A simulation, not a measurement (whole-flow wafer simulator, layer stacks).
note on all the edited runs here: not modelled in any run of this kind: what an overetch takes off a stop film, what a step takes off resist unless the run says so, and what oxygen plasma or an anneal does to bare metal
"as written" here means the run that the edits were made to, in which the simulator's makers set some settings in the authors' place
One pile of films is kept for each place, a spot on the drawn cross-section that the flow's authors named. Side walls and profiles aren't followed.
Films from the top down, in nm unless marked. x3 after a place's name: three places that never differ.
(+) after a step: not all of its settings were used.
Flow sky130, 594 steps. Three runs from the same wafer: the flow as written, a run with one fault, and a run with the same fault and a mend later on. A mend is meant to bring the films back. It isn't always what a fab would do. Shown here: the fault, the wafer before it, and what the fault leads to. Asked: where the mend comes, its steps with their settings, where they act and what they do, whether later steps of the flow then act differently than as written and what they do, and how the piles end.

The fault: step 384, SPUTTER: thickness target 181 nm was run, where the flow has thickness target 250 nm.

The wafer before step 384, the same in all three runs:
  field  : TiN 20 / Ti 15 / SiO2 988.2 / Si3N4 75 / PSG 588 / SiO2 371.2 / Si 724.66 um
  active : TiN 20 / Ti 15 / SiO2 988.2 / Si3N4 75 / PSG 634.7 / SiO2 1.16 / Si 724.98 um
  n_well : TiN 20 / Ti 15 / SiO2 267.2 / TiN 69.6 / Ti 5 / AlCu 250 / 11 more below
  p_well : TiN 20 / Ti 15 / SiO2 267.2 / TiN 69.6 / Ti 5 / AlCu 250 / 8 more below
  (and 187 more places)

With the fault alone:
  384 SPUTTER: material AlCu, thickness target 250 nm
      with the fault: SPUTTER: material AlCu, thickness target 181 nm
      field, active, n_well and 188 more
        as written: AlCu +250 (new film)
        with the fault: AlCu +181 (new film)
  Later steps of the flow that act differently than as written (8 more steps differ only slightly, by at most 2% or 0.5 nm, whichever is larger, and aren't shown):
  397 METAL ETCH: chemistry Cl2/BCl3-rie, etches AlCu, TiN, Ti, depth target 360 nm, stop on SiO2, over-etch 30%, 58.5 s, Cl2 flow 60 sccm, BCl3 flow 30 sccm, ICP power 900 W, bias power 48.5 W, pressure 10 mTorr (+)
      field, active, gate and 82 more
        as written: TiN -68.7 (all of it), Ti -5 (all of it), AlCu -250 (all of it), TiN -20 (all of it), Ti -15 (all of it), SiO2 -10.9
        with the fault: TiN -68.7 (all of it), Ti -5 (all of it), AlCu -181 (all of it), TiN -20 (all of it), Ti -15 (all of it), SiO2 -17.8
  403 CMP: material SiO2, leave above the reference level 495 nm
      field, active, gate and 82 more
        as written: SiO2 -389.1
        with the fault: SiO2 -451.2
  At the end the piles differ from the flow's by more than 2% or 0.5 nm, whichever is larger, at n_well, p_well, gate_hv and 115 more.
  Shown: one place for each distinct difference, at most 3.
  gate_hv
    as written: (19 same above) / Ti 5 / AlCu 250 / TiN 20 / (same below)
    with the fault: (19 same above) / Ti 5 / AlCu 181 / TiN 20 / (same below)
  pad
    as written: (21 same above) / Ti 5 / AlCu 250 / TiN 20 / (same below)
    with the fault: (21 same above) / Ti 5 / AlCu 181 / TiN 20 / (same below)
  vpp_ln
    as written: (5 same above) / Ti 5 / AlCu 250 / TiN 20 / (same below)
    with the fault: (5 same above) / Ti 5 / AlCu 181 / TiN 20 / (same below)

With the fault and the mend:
  The mend comes after step 384.
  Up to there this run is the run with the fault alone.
  384a SPUTTER: material AlCu, thickness target 69 nm (the flow's step 384 once more, with other settings)
      field, active, n_well and 188 more
        AlCu +69
  No later step of the flow acts differently than as written at any place that is followed.
  At the end the piles are the same as the flow's at every place that both follow.
